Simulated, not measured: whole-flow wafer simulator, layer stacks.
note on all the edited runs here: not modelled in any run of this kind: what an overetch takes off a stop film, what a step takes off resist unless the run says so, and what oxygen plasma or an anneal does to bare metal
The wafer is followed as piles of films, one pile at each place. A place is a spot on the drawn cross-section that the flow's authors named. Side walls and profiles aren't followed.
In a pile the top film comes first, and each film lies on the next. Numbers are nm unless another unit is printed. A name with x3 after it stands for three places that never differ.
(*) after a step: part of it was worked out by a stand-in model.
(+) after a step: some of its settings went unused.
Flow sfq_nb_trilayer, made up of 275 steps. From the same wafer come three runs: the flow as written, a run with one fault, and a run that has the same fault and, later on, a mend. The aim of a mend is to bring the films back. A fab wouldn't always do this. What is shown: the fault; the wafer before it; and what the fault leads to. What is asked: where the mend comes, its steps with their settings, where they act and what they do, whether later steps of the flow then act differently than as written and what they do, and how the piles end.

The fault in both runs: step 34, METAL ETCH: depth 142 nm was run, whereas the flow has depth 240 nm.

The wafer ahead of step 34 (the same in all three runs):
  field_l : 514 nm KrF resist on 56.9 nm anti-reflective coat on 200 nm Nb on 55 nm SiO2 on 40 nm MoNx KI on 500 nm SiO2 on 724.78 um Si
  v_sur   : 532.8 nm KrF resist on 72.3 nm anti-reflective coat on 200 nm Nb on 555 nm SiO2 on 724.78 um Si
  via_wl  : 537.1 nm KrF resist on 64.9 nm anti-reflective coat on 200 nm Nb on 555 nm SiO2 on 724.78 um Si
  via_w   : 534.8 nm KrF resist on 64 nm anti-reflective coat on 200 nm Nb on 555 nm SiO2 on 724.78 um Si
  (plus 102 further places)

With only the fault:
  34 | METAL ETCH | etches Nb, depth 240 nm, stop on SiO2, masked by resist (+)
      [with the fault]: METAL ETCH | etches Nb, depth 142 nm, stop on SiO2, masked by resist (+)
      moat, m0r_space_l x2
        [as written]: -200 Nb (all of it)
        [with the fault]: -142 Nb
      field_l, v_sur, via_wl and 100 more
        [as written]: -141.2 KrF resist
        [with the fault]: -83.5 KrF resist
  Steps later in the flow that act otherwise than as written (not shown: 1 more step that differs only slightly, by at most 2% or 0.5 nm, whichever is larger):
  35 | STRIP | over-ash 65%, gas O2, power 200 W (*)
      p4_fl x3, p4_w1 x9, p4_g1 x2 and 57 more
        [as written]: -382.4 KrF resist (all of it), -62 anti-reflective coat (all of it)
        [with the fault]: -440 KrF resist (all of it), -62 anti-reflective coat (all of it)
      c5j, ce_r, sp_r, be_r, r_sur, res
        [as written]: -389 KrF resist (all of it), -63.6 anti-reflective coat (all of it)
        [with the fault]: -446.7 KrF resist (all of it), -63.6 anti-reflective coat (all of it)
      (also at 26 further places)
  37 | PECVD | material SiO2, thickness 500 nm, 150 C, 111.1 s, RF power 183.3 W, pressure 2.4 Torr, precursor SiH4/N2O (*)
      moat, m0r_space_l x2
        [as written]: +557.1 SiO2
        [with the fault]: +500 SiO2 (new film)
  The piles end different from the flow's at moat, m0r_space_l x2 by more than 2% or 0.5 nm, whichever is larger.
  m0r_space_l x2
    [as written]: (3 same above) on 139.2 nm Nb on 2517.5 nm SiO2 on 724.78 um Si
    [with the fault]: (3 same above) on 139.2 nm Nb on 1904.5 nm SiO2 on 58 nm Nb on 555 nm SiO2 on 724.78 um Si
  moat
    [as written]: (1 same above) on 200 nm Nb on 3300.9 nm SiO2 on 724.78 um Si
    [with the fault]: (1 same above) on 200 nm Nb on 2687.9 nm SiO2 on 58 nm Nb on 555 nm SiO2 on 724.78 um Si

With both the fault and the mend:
  The mend stands after step 34.
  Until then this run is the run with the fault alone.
  34a | METAL ETCH | etches Nb, depth 98 nm, stop on SiO2, masked by resist (+) (a further turn of the flow's step 34, with different settings)
      field_l, v_sur, via_wl and 100 more
        -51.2 KrF resist
      moat, m0r_space_l x2
        -58 Nb (all of it)
  Later steps of the flow that are run all act as written at every place that is followed, up to a difference of at most 2% or 0.5 nm, whichever is larger.
  By the end, the piles equal the flow's at every place that both follow.
